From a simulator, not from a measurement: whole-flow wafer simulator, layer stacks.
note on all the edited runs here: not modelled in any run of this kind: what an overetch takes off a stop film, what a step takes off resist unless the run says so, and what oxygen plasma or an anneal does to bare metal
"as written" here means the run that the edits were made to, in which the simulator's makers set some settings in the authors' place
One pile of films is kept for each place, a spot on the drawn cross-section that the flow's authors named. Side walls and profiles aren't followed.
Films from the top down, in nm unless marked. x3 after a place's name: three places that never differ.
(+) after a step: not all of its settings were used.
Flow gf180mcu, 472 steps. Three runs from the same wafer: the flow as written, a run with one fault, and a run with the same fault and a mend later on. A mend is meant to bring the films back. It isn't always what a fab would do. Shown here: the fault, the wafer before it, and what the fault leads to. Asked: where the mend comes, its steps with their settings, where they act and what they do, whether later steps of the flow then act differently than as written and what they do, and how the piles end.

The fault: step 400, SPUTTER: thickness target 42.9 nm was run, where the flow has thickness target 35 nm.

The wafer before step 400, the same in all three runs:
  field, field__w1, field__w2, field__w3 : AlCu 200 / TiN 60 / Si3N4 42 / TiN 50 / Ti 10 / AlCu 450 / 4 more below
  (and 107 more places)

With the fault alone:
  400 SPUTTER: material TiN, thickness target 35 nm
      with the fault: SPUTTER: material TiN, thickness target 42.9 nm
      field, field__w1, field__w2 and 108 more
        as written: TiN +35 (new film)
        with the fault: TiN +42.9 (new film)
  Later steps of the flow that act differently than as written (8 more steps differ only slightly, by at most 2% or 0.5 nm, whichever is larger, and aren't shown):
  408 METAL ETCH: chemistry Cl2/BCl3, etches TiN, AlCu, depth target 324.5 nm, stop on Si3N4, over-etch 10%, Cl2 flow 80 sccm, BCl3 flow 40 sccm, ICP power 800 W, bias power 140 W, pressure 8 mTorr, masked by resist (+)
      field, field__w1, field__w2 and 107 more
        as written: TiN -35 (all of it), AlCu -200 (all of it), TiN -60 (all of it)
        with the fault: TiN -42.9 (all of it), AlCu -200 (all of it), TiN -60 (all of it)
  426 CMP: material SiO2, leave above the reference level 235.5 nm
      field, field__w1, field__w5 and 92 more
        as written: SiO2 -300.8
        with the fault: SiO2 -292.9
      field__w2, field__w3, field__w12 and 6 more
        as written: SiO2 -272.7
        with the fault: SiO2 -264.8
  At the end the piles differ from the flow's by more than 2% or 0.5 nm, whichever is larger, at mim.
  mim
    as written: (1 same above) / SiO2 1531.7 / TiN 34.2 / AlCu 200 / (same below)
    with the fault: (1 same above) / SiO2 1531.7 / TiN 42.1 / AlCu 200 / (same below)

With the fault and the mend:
  The mend comes after step 400.
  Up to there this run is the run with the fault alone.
  400a METAL ETCH: chemistry Cl2/BCl3, etches TiN, AlCu, Ti, depth target 7.9 nm, Cl2 flow 80 sccm, BCl3 flow 40 sccm, ICP power 800 W, bias power 140 W, pressure 8 mTorr (the flow's step 260 once more, with other settings)
      field, field__w1, field__w2 and 108 more
        TiN -7.9
  No later step of the flow acts differently than as written at any place that is followed.
  At the end the piles are the same as the flow's at every place that both follow.
